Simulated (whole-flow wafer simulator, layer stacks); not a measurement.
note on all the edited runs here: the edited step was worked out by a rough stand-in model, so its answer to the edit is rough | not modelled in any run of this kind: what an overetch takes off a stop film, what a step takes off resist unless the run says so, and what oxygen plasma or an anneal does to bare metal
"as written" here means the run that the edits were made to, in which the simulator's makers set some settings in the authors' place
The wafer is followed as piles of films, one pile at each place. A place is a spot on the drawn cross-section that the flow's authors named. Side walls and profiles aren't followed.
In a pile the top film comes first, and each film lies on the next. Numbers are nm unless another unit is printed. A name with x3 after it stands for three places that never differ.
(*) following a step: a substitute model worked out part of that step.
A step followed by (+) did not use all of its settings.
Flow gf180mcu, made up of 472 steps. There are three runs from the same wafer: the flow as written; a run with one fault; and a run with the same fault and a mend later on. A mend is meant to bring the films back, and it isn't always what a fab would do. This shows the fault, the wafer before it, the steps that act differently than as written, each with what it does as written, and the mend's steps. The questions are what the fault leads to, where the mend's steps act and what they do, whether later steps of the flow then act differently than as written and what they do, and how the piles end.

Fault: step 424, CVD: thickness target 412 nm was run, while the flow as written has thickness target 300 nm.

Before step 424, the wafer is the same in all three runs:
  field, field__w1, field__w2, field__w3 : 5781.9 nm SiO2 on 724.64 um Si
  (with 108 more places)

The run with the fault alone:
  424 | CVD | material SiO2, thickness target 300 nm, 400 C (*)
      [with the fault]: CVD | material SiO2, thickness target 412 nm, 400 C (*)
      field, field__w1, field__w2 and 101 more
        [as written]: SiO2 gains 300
        [with the fault]: SiO2 gains 412
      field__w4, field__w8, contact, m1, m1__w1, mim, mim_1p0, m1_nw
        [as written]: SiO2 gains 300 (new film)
        [with the fault]: SiO2 gains 412 (new film)
  Steps further on in the flow that do not act as written (2 other steps are not shown; they differ only slightly, by no more than 2% or 0.5 nm, whichever is larger):
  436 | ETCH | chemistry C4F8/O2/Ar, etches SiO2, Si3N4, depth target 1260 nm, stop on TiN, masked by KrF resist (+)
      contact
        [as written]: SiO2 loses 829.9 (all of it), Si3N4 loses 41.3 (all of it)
        [with the fault]: SiO2 loses 941.9 (all of it), Si3N4 loses 41.3 (all of it)
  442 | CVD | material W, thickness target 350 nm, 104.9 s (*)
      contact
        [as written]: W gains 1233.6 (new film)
        [with the fault]: W gains 1346.4 (new film)
  At field__w4, field__w8, contact, m1, m1__w1, mim, mim_1p0, m1_nw, the piles at the end differ from the flow's by more than 2% or 0.5 nm, whichever is larger.
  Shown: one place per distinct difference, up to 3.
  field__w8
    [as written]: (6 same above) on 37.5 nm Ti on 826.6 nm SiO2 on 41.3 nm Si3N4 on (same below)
    [with the fault]: (6 same above) on 37.5 nm Ti on 938.6 nm SiO2 on 41.3 nm Si3N4 on (same below)
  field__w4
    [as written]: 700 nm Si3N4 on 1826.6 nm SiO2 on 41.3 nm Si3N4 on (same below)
    [with the fault]: 700 nm Si3N4 on 1938.6 nm SiO2 on 41.3 nm Si3N4 on (same below)
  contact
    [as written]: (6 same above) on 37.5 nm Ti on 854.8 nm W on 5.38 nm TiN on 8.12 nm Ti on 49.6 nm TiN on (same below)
    [with the fault]: (6 same above) on 37.5 nm Ti on 967.6 nm W on 5.05 nm TiN on 7.62 nm Ti on 49.6 nm TiN on (same below)

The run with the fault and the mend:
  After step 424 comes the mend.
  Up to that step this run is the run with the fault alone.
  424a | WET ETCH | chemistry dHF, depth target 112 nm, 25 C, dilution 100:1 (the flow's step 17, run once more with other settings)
      field, field__w1, field__w2 and 109 more
        SiO2 loses 112
  None of the later steps of the flow acts differently than as written at any place that is followed.
  At every place that both follow, the piles at the end match the flow's.
